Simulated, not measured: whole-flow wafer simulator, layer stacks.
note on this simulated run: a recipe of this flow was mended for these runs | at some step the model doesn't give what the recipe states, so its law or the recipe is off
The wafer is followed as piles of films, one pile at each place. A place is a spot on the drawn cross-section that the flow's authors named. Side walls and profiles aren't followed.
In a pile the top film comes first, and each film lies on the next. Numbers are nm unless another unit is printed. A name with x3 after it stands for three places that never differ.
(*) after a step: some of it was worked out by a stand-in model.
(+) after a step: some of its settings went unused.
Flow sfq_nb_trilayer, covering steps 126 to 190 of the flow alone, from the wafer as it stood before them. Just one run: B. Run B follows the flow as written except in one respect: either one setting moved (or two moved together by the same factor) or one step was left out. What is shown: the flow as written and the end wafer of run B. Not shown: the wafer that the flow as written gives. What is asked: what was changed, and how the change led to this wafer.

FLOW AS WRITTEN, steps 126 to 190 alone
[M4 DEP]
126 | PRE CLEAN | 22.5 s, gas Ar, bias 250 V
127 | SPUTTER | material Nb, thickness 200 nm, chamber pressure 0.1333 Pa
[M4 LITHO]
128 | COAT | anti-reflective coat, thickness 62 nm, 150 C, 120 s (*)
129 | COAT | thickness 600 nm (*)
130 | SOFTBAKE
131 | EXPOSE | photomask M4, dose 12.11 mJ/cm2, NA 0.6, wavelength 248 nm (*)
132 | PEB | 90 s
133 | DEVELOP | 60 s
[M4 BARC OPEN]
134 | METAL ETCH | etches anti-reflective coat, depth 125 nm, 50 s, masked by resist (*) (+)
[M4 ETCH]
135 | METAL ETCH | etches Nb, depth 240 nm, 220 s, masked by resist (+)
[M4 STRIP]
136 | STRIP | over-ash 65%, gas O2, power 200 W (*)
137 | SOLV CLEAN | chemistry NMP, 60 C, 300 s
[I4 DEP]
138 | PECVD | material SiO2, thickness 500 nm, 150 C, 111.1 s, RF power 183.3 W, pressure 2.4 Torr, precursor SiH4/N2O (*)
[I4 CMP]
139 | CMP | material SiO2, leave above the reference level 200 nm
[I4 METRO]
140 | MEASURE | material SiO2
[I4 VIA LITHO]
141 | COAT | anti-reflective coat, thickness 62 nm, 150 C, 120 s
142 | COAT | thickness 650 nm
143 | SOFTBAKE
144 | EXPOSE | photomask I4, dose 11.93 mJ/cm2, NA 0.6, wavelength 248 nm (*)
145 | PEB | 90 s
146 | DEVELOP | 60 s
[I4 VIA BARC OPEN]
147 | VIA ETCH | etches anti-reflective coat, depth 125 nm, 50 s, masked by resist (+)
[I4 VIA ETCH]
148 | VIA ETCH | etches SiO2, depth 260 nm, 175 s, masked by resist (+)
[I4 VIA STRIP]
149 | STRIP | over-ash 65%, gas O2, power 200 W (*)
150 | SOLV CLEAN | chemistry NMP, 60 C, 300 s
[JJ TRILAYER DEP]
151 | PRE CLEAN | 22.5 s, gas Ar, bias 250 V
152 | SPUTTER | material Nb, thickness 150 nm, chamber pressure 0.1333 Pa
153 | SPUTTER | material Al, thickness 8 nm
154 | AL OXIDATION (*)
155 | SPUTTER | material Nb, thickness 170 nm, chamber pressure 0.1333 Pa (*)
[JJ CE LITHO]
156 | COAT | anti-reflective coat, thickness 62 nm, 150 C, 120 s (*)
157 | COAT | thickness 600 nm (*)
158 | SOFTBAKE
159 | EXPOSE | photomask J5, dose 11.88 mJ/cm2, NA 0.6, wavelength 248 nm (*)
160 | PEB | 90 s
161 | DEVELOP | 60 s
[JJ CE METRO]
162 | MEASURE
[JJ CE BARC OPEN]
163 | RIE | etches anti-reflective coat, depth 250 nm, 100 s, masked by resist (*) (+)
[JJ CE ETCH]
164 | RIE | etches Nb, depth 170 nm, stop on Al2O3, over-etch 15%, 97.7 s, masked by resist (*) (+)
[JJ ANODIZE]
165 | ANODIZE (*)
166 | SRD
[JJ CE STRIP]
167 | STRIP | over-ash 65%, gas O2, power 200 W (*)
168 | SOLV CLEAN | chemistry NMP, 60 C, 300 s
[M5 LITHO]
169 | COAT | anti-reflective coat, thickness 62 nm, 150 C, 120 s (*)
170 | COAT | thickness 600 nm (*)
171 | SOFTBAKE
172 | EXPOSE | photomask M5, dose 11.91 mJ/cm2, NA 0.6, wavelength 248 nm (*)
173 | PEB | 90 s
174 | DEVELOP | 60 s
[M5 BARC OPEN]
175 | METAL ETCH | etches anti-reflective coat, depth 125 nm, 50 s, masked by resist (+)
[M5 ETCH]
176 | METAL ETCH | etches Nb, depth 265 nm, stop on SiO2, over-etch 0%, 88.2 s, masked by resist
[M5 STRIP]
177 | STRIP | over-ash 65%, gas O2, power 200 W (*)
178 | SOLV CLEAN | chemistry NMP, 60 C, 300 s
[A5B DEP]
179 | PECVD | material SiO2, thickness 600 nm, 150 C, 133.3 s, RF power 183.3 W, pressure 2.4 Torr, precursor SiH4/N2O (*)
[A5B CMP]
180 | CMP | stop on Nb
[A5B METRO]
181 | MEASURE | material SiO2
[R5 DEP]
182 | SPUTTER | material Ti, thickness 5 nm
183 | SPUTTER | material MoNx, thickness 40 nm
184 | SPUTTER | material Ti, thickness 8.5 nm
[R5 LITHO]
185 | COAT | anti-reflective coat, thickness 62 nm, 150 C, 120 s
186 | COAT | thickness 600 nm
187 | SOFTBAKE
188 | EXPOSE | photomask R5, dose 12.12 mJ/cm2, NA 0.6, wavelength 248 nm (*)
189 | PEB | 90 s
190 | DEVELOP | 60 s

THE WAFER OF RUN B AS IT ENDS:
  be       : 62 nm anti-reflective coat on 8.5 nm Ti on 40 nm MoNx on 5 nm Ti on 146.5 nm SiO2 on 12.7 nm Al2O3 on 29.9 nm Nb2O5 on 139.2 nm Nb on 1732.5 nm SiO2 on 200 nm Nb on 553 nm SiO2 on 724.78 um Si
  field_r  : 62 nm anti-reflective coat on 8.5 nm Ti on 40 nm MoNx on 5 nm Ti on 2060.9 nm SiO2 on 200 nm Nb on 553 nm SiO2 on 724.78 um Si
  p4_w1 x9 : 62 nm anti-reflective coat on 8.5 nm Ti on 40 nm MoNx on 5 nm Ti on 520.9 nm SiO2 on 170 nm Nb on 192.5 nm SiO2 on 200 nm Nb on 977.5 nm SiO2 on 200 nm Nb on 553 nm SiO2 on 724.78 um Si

The reason: step 127, SPUTTER: thickness 170 nm was run, though the flow has thickness 200 nm.
The wafer itself shows it: p4_w1 x9 has Nb 170, and step 127 as written asks for 200 nm.

The path from the change to this, step by step:
  127 | SPUTTER | material Nb, thickness 200 nm, chamber pressure 0.1333 Pa
      field_l, v_sur, via_wl and 102 more: +170 Nb (new film) (it would be, as written: +200 Nb (new film))
      via_v: +139.6 Nb (it would be, as written: +164.5 Nb)
  135 | METAL ETCH | etches Nb, depth 240 nm, 220 s, masked by resist (+)
      field_l, be, be_sur and 64 more: -170 Nb (all of it), -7 SiO2 (it would be, as written: -200 Nb (all of it), -4 SiO2)
  138 | PECVD | material SiO2, thickness 500 nm, 150 C, 111.1 s, RF power 183.3 W, pressure 2.4 Torr, precursor SiH4/N2O (*)
      p3_s0 x6: +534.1 SiO2 (it would be, as written: +561.1 SiO2)
  139 | CMP | material SiO2, leave above the reference level 200 nm
      field_l, be, be_sur and 55 more: -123 SiO2 (it would be, as written: -96 SiO2)
      lsp_r, l0_sur, l0v: -115.8 SiO2 (it would be, as written: -87.7 SiO2)
